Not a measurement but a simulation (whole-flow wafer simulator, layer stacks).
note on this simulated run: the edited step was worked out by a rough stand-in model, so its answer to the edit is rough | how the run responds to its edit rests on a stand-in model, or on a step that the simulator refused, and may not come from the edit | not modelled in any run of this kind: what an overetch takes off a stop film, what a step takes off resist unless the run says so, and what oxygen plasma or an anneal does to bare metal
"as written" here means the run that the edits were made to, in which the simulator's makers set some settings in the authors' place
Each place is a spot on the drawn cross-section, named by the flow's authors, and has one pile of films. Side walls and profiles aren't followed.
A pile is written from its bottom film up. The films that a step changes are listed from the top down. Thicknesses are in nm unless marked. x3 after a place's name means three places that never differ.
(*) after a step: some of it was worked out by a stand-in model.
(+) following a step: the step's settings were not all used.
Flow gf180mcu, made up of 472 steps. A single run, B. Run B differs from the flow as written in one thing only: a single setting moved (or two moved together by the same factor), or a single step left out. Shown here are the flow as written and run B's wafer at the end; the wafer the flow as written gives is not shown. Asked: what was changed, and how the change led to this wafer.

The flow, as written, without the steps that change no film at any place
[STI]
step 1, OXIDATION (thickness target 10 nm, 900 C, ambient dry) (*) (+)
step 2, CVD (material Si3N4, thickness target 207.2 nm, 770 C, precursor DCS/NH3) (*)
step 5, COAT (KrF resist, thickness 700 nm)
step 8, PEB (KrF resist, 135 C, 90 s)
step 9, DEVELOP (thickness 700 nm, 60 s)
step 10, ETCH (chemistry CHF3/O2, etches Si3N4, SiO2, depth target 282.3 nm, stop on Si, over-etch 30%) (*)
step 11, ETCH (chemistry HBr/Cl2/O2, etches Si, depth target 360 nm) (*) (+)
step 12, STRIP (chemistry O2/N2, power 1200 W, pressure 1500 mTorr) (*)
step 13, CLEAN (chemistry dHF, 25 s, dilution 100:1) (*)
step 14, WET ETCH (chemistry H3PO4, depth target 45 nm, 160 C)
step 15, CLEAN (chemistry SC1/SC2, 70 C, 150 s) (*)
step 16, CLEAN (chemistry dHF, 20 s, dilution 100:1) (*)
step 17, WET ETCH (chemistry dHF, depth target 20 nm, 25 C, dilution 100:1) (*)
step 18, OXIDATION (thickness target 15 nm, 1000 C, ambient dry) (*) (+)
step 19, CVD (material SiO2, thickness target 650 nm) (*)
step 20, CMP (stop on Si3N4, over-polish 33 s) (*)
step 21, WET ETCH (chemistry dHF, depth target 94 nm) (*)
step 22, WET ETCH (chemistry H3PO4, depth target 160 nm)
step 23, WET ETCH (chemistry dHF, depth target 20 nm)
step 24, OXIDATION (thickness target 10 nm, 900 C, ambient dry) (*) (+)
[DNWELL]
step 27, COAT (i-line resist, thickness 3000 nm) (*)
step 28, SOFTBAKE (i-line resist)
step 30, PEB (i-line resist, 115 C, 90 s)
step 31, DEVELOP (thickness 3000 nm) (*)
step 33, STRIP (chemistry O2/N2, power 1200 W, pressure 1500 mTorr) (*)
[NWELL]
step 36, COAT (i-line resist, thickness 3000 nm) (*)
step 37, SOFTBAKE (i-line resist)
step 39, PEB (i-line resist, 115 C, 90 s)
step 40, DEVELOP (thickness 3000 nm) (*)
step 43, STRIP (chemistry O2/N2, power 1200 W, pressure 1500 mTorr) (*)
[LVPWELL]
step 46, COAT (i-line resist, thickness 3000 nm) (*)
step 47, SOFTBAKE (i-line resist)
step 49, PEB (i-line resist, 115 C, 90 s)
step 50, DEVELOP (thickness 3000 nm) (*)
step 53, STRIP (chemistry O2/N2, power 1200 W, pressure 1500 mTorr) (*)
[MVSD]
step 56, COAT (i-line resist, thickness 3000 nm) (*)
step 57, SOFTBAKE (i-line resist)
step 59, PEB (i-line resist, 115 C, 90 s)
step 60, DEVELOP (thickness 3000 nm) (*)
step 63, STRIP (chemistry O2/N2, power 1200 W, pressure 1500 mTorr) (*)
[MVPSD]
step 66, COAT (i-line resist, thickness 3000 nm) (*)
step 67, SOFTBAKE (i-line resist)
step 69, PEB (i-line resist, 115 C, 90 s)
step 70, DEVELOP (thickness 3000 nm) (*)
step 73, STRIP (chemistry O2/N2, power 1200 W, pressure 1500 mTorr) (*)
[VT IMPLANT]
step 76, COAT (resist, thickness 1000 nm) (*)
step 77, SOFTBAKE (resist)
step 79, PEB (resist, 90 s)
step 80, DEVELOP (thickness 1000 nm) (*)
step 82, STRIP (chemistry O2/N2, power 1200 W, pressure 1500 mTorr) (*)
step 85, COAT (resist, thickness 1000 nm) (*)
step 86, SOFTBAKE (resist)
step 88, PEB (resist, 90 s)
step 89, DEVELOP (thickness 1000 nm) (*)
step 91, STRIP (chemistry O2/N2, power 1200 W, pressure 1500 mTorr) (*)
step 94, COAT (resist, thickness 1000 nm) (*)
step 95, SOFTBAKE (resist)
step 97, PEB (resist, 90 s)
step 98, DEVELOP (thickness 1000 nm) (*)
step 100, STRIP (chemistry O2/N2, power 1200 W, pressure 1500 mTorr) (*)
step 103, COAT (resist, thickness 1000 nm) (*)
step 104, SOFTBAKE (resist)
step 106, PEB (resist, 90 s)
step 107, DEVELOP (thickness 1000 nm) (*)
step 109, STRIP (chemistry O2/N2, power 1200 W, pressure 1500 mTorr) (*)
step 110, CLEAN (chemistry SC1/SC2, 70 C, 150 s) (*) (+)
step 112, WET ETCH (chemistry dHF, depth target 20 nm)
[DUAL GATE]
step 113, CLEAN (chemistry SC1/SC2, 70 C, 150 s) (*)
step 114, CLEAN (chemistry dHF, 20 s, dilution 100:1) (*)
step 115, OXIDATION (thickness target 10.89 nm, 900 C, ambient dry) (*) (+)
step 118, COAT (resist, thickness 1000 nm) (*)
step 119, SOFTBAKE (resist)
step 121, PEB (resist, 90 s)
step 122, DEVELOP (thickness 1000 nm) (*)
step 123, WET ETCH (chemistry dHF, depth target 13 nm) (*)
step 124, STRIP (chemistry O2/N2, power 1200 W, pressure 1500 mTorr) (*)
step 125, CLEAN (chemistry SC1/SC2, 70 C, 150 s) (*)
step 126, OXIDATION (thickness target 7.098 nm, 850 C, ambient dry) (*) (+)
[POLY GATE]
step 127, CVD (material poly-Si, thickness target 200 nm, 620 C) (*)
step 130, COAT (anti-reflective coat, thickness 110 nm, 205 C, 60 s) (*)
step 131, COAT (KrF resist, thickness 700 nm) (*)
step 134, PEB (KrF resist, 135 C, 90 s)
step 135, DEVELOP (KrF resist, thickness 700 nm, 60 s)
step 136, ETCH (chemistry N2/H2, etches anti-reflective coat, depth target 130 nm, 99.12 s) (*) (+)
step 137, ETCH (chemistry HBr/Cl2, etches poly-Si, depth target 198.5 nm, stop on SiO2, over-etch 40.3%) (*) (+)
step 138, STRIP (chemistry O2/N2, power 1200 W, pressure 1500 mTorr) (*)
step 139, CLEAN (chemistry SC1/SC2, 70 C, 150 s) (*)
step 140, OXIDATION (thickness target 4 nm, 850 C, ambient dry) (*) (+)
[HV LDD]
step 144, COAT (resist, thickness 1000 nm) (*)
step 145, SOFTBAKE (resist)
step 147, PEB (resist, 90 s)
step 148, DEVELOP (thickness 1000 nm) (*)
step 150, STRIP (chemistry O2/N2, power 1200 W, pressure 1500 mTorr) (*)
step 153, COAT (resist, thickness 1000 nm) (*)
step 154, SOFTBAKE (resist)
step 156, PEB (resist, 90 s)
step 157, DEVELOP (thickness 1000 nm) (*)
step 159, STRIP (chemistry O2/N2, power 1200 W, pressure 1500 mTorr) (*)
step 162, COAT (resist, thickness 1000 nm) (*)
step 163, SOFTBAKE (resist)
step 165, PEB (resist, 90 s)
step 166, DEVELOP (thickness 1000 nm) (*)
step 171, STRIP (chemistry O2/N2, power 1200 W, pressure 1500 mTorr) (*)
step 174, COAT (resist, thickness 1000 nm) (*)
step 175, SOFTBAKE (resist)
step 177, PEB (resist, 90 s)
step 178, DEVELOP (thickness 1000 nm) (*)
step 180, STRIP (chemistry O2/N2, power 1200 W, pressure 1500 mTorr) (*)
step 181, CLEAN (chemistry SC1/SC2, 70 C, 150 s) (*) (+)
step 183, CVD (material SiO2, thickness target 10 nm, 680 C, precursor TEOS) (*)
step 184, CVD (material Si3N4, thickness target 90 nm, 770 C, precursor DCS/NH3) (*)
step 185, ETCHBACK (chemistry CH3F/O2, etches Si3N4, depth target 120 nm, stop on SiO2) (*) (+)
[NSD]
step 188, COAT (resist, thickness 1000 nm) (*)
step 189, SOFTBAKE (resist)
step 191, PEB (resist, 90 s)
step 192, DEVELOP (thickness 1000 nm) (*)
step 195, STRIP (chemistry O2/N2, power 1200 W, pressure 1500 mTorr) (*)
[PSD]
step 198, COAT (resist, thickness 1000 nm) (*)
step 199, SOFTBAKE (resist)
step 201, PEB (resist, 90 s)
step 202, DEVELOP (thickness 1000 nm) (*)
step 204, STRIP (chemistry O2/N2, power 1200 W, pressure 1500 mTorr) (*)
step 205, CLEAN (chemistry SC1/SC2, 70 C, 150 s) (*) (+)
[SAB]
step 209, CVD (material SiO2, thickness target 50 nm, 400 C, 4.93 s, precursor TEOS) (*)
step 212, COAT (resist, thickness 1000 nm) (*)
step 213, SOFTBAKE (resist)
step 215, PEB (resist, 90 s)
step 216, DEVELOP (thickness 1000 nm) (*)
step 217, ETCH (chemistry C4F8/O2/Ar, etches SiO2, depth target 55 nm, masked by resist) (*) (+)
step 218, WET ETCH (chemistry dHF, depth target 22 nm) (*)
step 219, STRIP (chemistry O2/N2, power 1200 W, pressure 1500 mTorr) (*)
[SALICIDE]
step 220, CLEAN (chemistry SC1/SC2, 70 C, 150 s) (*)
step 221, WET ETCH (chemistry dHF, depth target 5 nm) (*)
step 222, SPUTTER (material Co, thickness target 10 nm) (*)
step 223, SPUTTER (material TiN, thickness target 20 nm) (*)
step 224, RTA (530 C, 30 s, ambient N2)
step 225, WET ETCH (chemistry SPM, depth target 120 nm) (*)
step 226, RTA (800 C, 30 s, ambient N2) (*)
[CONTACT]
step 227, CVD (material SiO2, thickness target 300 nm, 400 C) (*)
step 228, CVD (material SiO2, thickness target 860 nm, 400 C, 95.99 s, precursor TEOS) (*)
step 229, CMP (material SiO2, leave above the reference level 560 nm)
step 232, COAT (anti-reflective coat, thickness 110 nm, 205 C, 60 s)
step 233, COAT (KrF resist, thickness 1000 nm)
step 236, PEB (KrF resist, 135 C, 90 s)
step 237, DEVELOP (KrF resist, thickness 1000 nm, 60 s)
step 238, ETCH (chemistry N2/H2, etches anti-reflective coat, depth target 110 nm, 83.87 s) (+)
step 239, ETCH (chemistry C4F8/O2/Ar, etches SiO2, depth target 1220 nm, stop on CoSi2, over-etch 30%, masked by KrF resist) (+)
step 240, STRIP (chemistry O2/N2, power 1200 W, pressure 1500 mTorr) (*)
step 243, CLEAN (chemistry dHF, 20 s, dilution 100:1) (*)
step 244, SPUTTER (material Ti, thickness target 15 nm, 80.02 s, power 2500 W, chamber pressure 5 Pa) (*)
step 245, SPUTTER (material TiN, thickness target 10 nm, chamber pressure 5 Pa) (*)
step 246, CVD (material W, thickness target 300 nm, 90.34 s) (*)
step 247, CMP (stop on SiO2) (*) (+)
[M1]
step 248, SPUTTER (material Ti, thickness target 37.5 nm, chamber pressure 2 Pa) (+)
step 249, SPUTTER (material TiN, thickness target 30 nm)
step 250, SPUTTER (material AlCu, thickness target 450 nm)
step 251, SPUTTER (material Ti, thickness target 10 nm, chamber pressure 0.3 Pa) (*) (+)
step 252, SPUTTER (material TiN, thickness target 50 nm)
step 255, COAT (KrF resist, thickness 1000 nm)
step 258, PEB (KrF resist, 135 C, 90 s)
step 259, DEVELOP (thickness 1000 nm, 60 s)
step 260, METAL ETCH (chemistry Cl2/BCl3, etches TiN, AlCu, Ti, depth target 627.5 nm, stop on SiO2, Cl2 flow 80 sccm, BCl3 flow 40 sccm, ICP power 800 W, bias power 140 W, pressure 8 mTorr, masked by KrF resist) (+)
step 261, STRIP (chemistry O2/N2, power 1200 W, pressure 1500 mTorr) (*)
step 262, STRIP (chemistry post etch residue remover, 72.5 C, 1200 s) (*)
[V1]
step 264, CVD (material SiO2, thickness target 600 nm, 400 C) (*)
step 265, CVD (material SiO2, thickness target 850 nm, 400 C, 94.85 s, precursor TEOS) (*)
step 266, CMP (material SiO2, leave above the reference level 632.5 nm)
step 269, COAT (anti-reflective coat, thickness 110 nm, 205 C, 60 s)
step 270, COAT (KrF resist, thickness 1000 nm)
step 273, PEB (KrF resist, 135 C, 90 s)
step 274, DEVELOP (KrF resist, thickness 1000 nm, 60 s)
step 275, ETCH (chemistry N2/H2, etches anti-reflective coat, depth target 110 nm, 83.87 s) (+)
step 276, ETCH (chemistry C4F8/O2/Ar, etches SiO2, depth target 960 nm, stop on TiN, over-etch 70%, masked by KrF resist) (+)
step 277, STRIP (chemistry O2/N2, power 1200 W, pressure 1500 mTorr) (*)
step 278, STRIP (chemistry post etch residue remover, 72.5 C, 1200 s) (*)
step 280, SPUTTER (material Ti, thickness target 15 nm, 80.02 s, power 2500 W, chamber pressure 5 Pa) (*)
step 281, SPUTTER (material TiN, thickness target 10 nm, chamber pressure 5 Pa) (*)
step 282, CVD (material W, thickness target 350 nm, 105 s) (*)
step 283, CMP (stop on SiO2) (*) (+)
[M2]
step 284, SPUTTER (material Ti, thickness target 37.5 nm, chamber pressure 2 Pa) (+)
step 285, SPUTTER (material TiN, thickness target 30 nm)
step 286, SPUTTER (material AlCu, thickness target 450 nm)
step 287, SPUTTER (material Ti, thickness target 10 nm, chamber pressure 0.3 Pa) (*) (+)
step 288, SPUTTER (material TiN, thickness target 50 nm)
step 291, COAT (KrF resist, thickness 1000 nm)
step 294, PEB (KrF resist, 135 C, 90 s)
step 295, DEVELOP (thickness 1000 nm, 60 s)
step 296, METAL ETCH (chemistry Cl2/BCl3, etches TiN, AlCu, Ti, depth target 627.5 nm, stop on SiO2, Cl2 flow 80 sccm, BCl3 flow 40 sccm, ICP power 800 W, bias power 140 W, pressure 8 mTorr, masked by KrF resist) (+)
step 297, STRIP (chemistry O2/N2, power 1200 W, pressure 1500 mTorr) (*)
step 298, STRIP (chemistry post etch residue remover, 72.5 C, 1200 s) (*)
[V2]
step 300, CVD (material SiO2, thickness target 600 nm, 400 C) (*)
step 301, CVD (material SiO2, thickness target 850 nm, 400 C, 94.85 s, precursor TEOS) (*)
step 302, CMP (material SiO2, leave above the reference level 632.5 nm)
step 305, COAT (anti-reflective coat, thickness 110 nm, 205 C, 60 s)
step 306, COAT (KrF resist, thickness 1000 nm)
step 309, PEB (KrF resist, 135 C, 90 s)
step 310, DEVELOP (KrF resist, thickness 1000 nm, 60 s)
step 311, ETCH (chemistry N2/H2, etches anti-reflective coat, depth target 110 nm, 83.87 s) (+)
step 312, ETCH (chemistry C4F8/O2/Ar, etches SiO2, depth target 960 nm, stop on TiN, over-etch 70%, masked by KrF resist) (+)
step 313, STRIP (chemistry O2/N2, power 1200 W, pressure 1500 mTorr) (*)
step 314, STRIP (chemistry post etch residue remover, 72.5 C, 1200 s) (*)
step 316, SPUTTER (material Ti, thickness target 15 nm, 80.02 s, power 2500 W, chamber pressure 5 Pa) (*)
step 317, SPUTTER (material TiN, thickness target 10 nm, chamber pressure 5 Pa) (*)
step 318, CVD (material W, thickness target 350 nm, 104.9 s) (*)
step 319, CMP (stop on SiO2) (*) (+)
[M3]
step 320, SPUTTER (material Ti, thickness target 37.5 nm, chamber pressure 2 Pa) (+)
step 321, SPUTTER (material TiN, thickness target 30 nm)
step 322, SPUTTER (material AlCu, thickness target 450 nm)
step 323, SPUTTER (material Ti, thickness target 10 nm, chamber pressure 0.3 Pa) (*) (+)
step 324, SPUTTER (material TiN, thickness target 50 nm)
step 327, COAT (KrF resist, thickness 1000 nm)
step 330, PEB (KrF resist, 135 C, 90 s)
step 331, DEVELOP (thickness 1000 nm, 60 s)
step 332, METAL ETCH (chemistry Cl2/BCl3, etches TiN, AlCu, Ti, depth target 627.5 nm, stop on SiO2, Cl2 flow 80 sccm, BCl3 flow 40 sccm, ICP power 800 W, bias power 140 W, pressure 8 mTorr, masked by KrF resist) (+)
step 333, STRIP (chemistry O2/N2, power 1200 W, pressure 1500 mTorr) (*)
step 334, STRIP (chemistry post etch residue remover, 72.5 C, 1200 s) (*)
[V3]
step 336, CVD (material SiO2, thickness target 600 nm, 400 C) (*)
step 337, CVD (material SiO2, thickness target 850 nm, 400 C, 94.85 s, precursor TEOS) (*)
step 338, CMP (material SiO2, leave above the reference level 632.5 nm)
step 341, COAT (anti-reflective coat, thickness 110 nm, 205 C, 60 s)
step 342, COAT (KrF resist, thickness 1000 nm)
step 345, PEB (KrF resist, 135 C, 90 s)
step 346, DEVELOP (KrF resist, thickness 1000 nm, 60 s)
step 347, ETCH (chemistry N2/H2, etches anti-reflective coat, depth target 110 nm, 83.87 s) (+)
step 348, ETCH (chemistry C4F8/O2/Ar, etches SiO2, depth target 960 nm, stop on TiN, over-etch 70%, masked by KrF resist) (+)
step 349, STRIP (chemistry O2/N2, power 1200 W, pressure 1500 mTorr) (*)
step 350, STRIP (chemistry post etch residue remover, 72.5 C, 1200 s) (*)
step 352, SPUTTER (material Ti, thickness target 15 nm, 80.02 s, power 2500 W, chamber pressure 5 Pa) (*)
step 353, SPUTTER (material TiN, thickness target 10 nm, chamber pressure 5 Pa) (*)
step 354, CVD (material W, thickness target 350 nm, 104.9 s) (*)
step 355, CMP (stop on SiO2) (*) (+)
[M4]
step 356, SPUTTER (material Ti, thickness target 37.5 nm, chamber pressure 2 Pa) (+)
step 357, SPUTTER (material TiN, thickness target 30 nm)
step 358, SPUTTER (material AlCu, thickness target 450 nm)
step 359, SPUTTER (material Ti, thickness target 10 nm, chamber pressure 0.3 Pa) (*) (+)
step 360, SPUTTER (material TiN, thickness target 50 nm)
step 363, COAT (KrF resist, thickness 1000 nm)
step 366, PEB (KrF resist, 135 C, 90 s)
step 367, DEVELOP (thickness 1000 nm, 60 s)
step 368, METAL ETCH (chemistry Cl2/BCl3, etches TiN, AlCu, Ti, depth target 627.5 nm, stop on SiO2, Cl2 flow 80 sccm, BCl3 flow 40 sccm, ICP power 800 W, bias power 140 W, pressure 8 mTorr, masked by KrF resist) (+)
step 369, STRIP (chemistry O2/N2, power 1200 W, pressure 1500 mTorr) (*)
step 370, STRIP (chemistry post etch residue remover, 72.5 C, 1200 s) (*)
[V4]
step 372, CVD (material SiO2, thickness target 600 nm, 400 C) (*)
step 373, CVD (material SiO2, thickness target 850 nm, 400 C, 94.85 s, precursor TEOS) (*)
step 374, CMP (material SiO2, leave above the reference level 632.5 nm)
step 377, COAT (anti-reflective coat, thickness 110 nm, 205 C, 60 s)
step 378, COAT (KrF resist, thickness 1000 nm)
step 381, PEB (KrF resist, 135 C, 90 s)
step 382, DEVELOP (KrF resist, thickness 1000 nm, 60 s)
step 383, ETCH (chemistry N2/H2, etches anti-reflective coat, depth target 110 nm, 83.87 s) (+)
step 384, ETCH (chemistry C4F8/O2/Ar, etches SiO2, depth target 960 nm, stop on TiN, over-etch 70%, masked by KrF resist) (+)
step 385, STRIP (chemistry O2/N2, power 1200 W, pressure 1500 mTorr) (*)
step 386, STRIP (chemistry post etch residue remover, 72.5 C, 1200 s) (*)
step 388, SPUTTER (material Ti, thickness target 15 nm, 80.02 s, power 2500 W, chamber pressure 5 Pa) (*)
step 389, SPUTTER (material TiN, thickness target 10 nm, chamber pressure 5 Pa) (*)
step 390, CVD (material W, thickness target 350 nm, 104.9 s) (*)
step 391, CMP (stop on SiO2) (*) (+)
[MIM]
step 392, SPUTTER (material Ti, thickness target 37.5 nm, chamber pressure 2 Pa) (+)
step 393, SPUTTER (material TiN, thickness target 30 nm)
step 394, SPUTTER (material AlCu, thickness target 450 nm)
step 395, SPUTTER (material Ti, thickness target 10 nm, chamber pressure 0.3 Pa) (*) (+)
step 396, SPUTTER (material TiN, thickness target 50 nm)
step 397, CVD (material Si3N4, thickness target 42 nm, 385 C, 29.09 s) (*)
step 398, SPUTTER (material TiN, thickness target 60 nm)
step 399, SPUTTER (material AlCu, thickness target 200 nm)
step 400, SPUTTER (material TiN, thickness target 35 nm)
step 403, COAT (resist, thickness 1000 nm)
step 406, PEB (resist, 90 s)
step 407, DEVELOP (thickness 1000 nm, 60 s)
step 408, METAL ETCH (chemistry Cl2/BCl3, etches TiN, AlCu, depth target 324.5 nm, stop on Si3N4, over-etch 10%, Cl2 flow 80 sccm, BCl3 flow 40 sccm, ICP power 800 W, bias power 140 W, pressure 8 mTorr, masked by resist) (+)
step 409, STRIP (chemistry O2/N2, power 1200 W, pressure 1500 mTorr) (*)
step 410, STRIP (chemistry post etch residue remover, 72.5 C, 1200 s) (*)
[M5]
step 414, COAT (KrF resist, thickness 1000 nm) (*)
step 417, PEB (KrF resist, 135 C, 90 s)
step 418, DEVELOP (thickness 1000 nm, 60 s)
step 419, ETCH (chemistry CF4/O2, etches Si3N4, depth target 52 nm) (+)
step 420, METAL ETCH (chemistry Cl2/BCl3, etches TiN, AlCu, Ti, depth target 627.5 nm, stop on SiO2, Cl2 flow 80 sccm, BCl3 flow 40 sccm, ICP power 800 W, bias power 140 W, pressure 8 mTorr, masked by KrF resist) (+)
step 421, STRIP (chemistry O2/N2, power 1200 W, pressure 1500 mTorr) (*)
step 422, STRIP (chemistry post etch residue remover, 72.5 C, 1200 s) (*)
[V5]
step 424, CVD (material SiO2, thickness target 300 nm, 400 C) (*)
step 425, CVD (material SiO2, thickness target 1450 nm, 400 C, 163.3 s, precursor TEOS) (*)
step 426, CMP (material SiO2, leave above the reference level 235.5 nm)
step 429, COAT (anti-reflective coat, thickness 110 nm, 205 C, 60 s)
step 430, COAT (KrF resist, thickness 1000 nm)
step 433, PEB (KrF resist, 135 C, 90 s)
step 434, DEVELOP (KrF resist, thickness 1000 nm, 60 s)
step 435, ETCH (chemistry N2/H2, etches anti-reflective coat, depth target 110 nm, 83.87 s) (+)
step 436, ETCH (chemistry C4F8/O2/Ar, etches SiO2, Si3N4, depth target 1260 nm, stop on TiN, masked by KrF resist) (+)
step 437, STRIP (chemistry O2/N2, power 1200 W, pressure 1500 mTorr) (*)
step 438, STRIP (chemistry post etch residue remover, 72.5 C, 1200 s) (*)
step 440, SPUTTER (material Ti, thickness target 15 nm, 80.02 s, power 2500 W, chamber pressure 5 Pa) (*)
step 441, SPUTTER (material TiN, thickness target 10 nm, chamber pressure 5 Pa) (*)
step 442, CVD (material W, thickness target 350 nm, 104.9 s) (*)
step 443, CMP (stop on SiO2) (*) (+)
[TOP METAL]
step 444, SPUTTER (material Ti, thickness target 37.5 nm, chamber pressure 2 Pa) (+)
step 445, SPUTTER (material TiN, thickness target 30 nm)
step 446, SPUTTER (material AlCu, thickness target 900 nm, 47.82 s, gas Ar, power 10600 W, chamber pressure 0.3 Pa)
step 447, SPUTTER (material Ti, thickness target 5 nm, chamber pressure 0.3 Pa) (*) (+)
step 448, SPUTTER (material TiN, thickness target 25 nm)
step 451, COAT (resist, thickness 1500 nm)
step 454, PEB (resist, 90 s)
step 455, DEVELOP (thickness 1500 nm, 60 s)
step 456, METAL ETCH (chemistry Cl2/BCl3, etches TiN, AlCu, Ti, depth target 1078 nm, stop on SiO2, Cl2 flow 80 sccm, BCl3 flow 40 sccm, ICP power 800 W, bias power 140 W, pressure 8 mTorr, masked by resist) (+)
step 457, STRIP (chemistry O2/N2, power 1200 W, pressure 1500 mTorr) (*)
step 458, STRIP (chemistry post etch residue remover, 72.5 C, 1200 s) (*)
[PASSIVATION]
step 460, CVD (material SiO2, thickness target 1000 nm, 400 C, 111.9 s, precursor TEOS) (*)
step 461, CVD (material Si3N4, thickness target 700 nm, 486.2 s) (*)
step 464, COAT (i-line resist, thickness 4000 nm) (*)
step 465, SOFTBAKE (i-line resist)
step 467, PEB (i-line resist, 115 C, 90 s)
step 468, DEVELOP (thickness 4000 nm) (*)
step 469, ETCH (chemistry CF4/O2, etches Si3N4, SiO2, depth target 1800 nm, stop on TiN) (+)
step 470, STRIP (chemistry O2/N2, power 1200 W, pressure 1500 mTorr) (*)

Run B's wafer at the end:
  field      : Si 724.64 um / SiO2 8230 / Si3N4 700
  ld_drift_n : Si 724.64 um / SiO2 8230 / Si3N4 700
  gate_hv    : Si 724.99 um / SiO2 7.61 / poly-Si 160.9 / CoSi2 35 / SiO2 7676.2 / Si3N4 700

What caused this: step 115, OXIDATION: 780 C was run, whereas the flow has 900 C.

Step by step, how the change led to this:
  step 115, OXIDATION (thickness target 10.89 nm, 900 C, ambient dry) (*) (+)
      active, n_well, p_well and 40 more: SiO2 gains 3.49 (new film), Si loses 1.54 (in the flow as written it would be: SiO2 gains 10.9 (new film), Si loses 4.79)
      sti, mim_1p0, pad and 23 more: SiO2 gains 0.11, Si loses 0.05 (in the flow as written it would be: SiO2 gains 1.22, Si loses 0.54)
      (also at 23 further places)
  step 123, WET ETCH (chemistry dHF, depth target 13 nm) (*)
      active, n_well, p_well and 12 more: SiO2 loses 3.49 (all of it) (in the flow as written it would be: SiO2 loses 10.9 (all of it))
  step 126, OXIDATION (thickness target 7.098 nm, 850 C, ambient dry) (*) (+)
      gate_hv, active_hv, active_nat and 25 more: SiO2 gains 4.46, Si loses 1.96 (in the flow as written it would be: SiO2 gains 3.72, Si loses 1.64)
  step 130, COAT (anti-reflective coat, thickness 110 nm, 205 C, 60 s) (*)
      p_well, spacer, sd_n: anti-reflective coat gains 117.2 (new film) (in the flow as written it would be: anti-reflective coat gains 121 (new film))
      active: anti-reflective coat gains 114 (new film) (in the flow as written it would be: anti-reflective coat gains 117.2 (new film))
      (also at 9 further places)
  step 136, ETCH (chemistry N2/H2, etches anti-reflective coat, depth target 130 nm, 99.12 s) (*) (+)
      p_well, spacer, sd_n: anti-reflective coat loses 117.2 (all of it), poly-Si loses 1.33 (in the flow as written it would be: anti-reflective coat loses 121 (all of it), poly-Si loses 1.23)
      active: anti-reflective coat loses 114 (all of it), poly-Si loses 1.41 (in the flow as written it would be: anti-reflective coat loses 117.2 (all of it), poly-Si loses 1.33)
      (also at 7 further places)
  step 138, STRIP (chemistry O2/N2, power 1200 W, pressure 1500 mTorr) (*)
      gate: chemical SiO2 gains 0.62 (new film), KrF resist loses 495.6 (all of it), anti-reflective coat loses 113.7 (all of it), poly-Si loses 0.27 (in the flow as written it would be: chemical SiO2 gains 0.62 (new film), KrF resist loses 496.5 (all of it), anti-reflective coat loses 117 (all of it), poly-Si loses 0.27)
      gate_p: chemical SiO2 gains 0.62 (new film), KrF resist loses 495.2 (all of it), anti-reflective coat loses 114.1 (all of it), poly-Si loses 0.27 (in the flow as written it would be: chemical SiO2 gains 0.62 (new film), KrF resist loses 496.2 (all of it), anti-reflective coat loses 117 (all of it), poly-Si loses 0.27)
  step 145, SOFTBAKE (resist)
      nw_enc_fld_lv__w3: resist loses 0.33 (in the flow as written it would be: resist gains 0.39)
      active_nat: resist gains 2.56 (in the flow as written it would be: resist gains 1.52)
  step 154, SOFTBAKE (resist)
      nw_enc_fld_lv__w3: resist loses 0.33 (in the flow as written it would be: resist gains 0.39)
      active_nat: resist gains 2.56 (in the flow as written it would be: resist gains 1.52)
  step 163, SOFTBAKE (resist)
      nw_enc_fld_lv__w3: resist loses 0.33 (in the flow as written it would be: resist gains 0.39)
      active_nat: resist gains 2.56 (in the flow as written it would be: resist gains 1.52)
  step 175, SOFTBAKE (resist)
      nw_enc_fld_lv__w3: resist loses 0.33 (in the flow as written it would be: resist gains 0.39)
      active_nat: resist gains 2.56 (in the flow as written it would be: resist gains 1.52)
  step 189, SOFTBAKE (resist)
      active_hv: resist gains 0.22 (in the flow as written it would be: resist gains 0.78)
  step 199, SOFTBAKE (resist)
      active_hv: resist gains 0.22 (in the flow as written it would be: resist gains 0.78)
  step 218, WET ETCH (chemistry dHF, depth target 22 nm) (*)
      ldn_tap, ldn_src, ldn_drn, ldp_tap, ldp_src, ldp_drn, ldp_gr: SiO2 loses 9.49 (all of it) (in the flow as written it would be: SiO2 loses 16 (all of it))
      ld_drn_n, ld_sd_p: SiO2 loses 8.32 (all of it) (in the flow as written it would be: SiO2 loses 14.8 (all of it))
      (also at 5 further places)
  step 223, SPUTTER (material TiN, thickness target 20 nm) (*)
      field__w12: TiN gains 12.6 (new film) (in the flow as written it would be: TiN gains 12 (new film))
      ld_sd_n: TiN gains 16.1 (new film) (in the flow as written it would be: TiN gains 15.5 (new film))
  step 225, WET ETCH (chemistry SPM, depth target 120 nm) (*)
      field__w12: TiN loses 12.6 (all of it), Co loses 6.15 (all of it) (in the flow as written it would be: TiN loses 12 (all of it), Co loses 6.15 (all of it))
      ld_sd_n: TiN loses 16.1 (all of it) (in the flow as written it would be: TiN loses 15.5 (all of it))
